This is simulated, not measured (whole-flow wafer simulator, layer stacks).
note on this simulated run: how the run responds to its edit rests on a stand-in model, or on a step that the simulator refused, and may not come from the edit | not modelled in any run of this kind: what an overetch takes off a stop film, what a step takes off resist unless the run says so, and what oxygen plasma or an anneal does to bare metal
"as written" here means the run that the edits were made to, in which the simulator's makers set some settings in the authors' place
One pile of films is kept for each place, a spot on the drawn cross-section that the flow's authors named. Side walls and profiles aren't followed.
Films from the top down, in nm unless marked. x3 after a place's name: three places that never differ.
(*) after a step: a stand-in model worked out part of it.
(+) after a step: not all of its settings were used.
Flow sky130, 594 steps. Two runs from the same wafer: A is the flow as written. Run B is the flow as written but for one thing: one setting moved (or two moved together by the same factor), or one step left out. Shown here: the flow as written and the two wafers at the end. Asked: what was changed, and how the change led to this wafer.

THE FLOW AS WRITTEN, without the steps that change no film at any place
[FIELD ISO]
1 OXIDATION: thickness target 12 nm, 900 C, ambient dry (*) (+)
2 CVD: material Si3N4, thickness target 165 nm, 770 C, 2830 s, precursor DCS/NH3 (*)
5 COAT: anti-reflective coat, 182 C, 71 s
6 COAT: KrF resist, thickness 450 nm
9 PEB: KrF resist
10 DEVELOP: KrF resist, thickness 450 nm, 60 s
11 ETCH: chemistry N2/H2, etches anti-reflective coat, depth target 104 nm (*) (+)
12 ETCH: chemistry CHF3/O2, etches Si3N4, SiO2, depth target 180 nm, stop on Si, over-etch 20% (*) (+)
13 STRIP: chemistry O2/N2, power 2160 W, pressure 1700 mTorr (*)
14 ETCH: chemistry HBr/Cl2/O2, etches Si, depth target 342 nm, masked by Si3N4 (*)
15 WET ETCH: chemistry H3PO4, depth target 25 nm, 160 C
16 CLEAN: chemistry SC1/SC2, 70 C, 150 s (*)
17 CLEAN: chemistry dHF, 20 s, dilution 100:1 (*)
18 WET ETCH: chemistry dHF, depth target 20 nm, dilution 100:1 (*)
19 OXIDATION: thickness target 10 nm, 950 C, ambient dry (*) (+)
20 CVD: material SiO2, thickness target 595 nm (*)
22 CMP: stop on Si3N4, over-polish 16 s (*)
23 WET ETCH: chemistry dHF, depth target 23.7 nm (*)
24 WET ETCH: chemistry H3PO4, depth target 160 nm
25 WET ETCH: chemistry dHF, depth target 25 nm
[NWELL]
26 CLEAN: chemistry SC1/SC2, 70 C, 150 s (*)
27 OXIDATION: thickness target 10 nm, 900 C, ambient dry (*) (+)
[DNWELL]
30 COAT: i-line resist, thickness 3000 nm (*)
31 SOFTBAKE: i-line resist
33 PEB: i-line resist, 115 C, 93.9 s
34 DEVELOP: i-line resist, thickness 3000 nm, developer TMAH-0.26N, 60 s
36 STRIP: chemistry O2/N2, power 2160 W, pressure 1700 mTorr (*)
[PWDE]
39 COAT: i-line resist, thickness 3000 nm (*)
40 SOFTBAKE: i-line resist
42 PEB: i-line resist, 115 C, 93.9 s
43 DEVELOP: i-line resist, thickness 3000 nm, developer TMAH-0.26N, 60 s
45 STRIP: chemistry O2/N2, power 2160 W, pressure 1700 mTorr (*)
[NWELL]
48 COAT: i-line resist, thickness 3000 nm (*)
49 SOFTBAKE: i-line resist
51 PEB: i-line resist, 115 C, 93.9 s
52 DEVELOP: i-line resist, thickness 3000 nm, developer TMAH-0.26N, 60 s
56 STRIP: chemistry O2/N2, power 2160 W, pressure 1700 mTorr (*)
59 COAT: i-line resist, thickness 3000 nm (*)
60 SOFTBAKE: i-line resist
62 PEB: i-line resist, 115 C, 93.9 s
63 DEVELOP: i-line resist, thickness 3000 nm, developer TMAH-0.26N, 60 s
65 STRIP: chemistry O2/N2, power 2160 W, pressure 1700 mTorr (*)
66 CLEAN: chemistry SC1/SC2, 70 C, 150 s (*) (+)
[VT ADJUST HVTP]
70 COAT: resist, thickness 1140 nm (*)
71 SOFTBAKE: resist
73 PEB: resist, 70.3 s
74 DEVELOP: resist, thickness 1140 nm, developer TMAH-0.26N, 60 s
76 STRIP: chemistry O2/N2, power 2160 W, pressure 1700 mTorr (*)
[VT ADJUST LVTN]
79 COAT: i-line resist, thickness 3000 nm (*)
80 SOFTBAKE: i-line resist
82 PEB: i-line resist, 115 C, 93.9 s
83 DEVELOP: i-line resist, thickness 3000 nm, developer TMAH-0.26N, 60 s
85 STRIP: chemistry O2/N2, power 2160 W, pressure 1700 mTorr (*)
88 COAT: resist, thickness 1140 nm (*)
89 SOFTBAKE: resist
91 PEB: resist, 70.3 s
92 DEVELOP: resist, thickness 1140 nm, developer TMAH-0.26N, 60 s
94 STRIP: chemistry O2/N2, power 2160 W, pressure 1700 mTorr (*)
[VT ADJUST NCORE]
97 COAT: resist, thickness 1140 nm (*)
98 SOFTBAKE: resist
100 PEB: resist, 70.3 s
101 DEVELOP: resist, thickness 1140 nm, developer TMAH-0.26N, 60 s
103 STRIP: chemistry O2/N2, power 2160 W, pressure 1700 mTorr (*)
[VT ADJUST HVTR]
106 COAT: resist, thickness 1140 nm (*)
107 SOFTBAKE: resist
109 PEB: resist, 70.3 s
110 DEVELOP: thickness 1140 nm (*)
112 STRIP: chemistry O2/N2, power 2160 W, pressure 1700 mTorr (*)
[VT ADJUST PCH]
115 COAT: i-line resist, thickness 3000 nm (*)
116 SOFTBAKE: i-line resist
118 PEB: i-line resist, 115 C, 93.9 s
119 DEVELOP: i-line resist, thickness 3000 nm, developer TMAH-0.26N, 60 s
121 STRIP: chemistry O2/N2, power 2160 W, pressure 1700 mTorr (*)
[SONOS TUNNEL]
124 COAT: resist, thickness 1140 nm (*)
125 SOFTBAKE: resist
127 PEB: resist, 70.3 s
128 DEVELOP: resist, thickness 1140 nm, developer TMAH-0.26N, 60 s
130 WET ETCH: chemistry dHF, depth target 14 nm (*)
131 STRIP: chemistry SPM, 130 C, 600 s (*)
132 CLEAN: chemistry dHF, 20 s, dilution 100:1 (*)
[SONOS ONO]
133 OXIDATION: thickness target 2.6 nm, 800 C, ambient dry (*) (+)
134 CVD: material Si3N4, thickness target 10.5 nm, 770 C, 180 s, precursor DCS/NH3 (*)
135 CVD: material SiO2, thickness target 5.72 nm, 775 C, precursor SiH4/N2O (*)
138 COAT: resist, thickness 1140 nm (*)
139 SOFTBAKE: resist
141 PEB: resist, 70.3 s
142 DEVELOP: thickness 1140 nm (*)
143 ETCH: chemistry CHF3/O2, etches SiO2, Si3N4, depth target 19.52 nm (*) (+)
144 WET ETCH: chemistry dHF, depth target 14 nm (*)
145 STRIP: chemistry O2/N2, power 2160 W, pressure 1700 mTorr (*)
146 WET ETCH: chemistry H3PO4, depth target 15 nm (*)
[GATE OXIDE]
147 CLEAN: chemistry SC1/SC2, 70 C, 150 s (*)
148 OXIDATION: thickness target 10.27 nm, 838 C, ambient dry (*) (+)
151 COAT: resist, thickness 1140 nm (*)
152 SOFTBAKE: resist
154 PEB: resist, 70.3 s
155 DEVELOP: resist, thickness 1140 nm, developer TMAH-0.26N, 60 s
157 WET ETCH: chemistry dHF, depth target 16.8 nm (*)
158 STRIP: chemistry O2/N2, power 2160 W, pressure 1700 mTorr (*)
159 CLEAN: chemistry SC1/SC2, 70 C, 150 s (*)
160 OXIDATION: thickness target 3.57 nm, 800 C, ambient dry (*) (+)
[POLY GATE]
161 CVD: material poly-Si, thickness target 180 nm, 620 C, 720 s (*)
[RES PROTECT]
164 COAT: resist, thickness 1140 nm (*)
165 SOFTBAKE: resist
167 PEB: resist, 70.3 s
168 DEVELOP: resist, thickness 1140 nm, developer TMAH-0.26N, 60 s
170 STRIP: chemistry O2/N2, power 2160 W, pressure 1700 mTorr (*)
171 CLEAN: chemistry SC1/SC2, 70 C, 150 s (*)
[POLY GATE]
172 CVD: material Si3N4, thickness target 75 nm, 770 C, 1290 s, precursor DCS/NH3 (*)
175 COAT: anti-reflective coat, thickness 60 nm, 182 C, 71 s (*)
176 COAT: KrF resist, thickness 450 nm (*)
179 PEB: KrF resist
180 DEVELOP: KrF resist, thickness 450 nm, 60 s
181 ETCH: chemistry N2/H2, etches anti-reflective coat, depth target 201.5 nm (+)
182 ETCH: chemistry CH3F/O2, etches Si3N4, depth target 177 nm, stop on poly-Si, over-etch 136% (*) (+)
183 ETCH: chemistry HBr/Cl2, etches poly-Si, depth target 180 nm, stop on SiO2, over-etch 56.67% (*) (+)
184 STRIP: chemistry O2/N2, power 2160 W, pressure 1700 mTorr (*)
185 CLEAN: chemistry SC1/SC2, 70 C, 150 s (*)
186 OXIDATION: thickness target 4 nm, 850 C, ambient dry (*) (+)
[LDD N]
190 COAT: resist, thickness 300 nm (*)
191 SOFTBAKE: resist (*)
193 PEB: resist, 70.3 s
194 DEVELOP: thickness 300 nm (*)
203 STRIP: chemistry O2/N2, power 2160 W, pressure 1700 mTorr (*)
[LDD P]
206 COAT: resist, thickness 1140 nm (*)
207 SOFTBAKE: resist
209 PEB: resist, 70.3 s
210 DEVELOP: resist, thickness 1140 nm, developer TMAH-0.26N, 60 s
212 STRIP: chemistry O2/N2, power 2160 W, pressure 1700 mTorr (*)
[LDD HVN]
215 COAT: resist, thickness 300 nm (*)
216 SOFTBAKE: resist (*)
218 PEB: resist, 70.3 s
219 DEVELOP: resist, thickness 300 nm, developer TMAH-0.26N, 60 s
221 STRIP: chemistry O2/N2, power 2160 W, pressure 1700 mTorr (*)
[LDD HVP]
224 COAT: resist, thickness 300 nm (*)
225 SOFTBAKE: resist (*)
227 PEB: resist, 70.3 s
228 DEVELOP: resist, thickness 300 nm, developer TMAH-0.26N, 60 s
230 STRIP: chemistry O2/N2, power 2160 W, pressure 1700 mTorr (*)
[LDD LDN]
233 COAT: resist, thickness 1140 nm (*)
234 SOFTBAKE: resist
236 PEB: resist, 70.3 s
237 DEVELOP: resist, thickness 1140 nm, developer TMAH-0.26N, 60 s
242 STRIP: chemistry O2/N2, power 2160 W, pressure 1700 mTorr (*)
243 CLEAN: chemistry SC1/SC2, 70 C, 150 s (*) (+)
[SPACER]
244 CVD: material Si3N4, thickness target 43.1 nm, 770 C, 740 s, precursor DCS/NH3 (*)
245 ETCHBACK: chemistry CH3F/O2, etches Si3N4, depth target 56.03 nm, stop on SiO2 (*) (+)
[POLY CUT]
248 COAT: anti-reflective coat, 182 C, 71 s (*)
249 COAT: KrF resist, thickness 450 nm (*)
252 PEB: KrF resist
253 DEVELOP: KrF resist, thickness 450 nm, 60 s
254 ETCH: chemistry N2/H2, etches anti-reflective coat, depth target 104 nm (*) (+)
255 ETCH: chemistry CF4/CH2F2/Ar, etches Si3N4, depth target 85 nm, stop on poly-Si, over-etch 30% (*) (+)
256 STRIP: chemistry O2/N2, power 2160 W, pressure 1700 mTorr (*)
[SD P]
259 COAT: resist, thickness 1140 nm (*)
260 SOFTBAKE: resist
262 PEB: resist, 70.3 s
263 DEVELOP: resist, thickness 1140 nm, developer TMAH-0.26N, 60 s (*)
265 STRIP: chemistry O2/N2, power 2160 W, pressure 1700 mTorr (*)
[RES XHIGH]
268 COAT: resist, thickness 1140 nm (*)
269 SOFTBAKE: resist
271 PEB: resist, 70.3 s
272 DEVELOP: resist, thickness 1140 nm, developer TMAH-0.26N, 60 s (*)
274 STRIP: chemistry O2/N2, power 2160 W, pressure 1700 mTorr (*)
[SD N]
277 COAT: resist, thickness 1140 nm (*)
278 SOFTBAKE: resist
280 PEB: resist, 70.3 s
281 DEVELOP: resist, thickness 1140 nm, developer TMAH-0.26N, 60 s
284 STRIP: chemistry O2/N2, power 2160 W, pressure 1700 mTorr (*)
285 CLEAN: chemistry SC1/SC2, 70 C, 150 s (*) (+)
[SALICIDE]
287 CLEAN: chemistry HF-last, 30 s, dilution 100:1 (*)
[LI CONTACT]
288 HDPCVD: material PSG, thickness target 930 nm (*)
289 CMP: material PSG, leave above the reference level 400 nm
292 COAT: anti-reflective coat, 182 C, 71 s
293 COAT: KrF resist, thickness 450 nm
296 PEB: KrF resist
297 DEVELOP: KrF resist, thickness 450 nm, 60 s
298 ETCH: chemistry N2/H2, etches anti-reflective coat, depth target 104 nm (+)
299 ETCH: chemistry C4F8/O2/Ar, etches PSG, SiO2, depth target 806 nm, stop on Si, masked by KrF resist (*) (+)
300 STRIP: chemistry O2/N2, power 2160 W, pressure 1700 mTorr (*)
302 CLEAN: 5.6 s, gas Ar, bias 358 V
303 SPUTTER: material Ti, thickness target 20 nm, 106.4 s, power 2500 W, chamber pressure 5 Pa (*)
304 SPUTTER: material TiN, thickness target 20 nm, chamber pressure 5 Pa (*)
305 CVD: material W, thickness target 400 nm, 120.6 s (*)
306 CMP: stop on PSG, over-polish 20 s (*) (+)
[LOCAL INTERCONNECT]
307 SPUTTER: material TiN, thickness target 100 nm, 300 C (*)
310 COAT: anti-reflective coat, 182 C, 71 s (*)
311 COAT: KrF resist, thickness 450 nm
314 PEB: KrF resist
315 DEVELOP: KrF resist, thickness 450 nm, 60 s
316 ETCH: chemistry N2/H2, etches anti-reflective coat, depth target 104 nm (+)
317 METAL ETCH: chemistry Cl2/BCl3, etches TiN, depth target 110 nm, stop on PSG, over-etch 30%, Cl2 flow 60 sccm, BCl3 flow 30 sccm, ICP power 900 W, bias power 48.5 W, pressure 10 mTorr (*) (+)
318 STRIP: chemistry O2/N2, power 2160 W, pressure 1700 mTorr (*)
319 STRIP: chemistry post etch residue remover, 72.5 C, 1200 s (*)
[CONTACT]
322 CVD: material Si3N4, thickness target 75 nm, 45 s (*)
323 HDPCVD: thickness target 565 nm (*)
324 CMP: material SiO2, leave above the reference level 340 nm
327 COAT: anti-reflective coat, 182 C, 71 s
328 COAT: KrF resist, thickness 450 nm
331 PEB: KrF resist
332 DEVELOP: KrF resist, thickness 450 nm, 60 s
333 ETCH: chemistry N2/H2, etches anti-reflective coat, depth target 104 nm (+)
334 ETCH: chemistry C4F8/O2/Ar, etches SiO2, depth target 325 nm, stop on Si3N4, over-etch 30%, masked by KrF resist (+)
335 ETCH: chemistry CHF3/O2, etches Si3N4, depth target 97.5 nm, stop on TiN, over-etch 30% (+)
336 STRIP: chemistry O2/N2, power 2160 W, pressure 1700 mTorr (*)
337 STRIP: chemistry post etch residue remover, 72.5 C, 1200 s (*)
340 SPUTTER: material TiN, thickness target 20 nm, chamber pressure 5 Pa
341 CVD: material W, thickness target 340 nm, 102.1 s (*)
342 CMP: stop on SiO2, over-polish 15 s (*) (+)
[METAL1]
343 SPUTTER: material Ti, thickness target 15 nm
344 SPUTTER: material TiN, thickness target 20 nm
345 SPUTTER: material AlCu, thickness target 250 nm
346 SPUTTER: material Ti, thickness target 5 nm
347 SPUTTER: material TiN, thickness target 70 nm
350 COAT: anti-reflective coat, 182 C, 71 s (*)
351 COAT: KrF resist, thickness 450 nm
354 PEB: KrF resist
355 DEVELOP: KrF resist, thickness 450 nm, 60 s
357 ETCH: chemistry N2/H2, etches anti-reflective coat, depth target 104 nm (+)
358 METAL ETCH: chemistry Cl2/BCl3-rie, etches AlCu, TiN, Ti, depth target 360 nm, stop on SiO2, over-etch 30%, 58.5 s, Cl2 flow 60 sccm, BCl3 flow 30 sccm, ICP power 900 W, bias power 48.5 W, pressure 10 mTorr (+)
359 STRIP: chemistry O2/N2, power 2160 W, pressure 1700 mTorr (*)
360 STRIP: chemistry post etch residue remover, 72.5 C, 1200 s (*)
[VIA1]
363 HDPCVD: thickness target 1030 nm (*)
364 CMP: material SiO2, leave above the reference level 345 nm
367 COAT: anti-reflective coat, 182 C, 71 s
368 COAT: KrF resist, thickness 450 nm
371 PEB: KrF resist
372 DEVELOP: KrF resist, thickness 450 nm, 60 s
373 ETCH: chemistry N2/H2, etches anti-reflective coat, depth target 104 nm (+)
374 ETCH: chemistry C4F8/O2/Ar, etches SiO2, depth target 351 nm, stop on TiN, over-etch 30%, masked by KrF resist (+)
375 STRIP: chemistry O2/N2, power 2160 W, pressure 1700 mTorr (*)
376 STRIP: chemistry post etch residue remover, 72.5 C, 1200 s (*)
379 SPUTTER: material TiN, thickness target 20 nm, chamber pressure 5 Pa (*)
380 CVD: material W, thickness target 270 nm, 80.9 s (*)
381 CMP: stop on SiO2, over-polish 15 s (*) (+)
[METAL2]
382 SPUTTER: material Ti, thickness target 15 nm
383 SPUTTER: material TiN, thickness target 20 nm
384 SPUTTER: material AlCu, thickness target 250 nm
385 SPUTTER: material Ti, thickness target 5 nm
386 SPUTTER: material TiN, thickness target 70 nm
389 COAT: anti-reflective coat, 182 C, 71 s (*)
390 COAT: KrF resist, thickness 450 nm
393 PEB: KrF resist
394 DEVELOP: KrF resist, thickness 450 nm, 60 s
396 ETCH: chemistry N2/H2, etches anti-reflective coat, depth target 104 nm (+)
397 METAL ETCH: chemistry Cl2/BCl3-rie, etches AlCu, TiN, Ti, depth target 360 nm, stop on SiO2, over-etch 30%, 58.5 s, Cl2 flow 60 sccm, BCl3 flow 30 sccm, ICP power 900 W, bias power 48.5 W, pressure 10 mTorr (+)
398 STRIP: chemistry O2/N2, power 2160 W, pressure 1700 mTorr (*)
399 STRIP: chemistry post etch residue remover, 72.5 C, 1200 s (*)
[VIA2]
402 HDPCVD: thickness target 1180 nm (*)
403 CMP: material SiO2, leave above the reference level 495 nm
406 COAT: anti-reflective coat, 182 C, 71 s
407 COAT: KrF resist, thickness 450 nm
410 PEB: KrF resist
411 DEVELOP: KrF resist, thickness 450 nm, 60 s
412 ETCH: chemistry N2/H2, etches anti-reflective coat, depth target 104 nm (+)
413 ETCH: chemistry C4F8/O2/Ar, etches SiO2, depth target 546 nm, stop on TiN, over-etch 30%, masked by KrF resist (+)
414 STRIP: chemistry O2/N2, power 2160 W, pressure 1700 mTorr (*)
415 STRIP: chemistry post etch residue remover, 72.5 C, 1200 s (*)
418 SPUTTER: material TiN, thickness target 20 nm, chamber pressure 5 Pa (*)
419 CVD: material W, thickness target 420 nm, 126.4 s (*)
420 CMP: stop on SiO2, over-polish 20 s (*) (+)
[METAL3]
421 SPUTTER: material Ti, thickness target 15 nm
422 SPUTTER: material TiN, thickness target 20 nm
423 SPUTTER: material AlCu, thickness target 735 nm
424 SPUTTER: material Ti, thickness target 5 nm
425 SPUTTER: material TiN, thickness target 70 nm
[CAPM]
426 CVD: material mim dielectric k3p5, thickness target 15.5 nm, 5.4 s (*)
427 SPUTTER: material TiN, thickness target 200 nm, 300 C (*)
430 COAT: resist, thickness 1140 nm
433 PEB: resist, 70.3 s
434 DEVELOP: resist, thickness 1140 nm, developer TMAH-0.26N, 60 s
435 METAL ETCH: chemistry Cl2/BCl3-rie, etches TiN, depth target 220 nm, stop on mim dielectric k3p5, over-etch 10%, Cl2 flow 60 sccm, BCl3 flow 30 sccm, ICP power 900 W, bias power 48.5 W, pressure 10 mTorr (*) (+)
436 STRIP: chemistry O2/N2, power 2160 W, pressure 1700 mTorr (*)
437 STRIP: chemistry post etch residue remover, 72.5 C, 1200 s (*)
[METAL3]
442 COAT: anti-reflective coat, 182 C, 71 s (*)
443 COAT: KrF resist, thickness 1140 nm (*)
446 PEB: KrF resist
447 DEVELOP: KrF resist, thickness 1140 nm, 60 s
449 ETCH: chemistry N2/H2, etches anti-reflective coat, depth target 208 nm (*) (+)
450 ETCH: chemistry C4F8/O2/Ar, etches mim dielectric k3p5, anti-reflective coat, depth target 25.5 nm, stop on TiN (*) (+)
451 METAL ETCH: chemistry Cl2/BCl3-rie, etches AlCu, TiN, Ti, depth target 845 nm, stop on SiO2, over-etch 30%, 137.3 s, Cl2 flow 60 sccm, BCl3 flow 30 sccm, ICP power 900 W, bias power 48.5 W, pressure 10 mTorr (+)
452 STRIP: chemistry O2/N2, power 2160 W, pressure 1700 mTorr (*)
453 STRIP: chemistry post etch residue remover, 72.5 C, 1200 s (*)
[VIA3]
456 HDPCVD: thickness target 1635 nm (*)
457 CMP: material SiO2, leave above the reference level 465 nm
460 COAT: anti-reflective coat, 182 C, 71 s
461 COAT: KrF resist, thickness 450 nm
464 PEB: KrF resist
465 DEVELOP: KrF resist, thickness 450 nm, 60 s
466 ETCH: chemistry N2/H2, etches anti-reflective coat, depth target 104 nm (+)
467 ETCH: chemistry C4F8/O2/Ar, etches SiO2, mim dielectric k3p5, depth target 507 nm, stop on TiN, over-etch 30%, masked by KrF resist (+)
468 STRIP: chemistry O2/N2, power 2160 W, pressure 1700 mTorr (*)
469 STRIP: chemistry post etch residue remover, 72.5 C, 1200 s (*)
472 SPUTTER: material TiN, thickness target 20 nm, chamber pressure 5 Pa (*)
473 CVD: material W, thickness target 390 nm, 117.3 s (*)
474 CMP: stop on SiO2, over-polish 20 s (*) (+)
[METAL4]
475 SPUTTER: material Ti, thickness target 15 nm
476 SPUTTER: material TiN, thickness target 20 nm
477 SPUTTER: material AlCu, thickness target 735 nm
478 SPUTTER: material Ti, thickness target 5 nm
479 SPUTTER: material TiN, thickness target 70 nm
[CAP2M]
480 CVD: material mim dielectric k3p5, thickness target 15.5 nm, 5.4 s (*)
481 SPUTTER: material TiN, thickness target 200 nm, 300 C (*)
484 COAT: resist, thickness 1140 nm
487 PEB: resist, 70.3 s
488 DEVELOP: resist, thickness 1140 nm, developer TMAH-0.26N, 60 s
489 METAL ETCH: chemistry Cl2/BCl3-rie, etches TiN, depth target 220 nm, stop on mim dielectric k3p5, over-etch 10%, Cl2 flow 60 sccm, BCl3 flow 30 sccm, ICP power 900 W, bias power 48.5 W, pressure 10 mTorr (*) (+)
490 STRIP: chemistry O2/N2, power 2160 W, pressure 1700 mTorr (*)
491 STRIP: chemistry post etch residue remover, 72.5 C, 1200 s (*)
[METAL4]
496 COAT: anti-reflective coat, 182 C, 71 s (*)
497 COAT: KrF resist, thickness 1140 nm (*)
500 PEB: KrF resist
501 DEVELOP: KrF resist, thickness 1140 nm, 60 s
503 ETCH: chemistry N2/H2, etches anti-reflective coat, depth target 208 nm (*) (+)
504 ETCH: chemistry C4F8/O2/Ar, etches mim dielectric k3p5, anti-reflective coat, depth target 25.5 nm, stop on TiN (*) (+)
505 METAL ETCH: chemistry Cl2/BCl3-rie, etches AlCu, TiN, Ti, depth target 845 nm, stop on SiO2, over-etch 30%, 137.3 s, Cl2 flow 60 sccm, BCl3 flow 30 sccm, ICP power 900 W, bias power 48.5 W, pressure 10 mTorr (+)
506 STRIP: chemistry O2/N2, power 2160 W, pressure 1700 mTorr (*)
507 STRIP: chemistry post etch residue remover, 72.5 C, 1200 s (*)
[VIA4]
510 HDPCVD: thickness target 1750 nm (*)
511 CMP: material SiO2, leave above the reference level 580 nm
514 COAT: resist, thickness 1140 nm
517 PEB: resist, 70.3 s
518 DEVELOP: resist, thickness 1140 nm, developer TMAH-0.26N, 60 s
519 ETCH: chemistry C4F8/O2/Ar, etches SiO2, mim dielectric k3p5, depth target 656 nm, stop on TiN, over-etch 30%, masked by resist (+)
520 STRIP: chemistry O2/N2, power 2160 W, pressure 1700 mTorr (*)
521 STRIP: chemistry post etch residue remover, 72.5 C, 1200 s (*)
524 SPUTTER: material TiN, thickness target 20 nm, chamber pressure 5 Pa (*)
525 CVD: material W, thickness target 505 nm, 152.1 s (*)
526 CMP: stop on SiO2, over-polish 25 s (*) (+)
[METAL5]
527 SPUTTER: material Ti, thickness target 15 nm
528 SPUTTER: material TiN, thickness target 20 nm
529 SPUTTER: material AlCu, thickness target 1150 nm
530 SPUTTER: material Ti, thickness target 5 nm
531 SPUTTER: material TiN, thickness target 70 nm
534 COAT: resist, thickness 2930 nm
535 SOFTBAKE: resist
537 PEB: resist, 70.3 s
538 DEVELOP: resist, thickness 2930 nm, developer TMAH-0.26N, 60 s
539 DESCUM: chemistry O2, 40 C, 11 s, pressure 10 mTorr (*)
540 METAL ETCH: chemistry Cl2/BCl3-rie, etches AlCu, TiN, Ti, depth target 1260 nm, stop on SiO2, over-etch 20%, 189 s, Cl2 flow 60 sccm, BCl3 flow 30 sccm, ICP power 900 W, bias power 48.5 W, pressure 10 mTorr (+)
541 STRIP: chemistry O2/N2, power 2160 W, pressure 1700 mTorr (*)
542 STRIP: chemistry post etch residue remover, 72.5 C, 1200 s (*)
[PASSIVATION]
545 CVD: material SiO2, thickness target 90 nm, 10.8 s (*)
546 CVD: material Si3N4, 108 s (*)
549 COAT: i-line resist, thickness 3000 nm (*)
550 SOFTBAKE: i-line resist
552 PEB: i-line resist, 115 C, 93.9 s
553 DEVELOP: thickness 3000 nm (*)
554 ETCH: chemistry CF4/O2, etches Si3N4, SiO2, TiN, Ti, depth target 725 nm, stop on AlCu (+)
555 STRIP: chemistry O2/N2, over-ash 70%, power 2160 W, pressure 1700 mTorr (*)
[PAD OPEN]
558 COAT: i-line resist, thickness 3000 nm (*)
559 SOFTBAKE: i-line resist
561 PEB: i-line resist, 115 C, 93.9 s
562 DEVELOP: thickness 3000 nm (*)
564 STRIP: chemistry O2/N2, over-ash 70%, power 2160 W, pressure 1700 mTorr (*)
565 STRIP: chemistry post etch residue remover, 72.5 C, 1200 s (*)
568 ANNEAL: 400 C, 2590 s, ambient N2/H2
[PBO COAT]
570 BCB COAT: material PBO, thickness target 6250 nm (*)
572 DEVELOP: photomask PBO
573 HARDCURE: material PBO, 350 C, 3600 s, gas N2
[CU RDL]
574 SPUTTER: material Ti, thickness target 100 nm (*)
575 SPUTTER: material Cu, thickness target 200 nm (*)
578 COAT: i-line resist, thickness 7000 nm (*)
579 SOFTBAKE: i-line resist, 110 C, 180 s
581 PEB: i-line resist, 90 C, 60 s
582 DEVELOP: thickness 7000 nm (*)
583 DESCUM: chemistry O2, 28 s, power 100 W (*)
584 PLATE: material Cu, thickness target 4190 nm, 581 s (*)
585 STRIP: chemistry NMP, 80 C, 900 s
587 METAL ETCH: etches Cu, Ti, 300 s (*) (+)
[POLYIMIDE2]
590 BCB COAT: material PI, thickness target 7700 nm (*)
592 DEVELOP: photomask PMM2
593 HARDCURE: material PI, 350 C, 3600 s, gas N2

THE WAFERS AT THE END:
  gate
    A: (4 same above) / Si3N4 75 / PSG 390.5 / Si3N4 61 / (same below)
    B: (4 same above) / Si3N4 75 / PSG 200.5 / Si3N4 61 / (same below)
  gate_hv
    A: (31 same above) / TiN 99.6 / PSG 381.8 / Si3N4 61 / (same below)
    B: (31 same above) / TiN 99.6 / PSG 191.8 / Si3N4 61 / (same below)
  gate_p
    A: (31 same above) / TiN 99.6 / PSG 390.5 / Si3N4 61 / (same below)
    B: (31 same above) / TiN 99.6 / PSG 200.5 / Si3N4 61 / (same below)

The cause: step 289, CMP: leave above the reference level 210 nm was run, where the flow has leave above the reference level 400 nm.

How the change led to this, step by step:
  289 CMP: material PSG, leave above the reference level 400 nm
      gate, spacer, gate_p and 34 more: A PSG -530 | B PSG -720
      mim, vpp_sp, vpp_ln and 30 more: A PSG -333.9 | B PSG -523.9
      (and at 122 more places)
  299 ETCH: chemistry C4F8/O2/Ar, etches PSG, SiO2, depth target 806 nm, stop on Si, masked by KrF resist (*) (+)
      field, active, n_well and 184 more: A KrF resist -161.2 | B KrF resist -136.4
      contact, ndiff_licon, ndiff_licon_cpp: A PSG -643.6 (all of it), SiO2 -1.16 (all of it) | B PSG -453.6 (all of it), SiO2 -1.16 (all of it)
      (and at 2 more places)
  300 STRIP: chemistry O2/N2, power 2160 W, pressure 1700 mTorr (*)
      field, active, n_well and 184 more: A KrF resist -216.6 (all of it), anti-reflective coat -80 (all of it) | B KrF resist -241.4 (all of it), anti-reflective coat -80 (all of it)
  303 SPUTTER: material Ti, thickness target 20 nm, 106.4 s, power 2500 W, chamber pressure 5 Pa (*)
      ndiff_licon: A Ti +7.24 (new film) | B Ti +9.76 (new film)
      ndiff_licon_cpp: A Ti +6.53 (new film) | B Ti +8.79 (new film)
      (and at 1 more place)
  304 SPUTTER: material TiN, thickness target 20 nm, chamber pressure 5 Pa (*)
      ndiff_licon: A TiN +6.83 (new film) | B TiN +9.34 (new film)
      ndiff_licon_cpp: A TiN +6.17 (new film) | B TiN +8.43 (new film)
      (and at 1 more place)
  305 CVD: material W, thickness target 400 nm, 120.6 s (*)
      ndiff_licon: A W +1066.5 (new film) | B W +871.5 (new film)
      ndiff_licon_cpp: A W +1067.9 (new film) | B W +873.4 (new film)
      (and at 1 more place)
  306 CMP: stop on PSG, over-polish 20 s (*) (+)
      poly_licon: A W -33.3 | B W -223.3
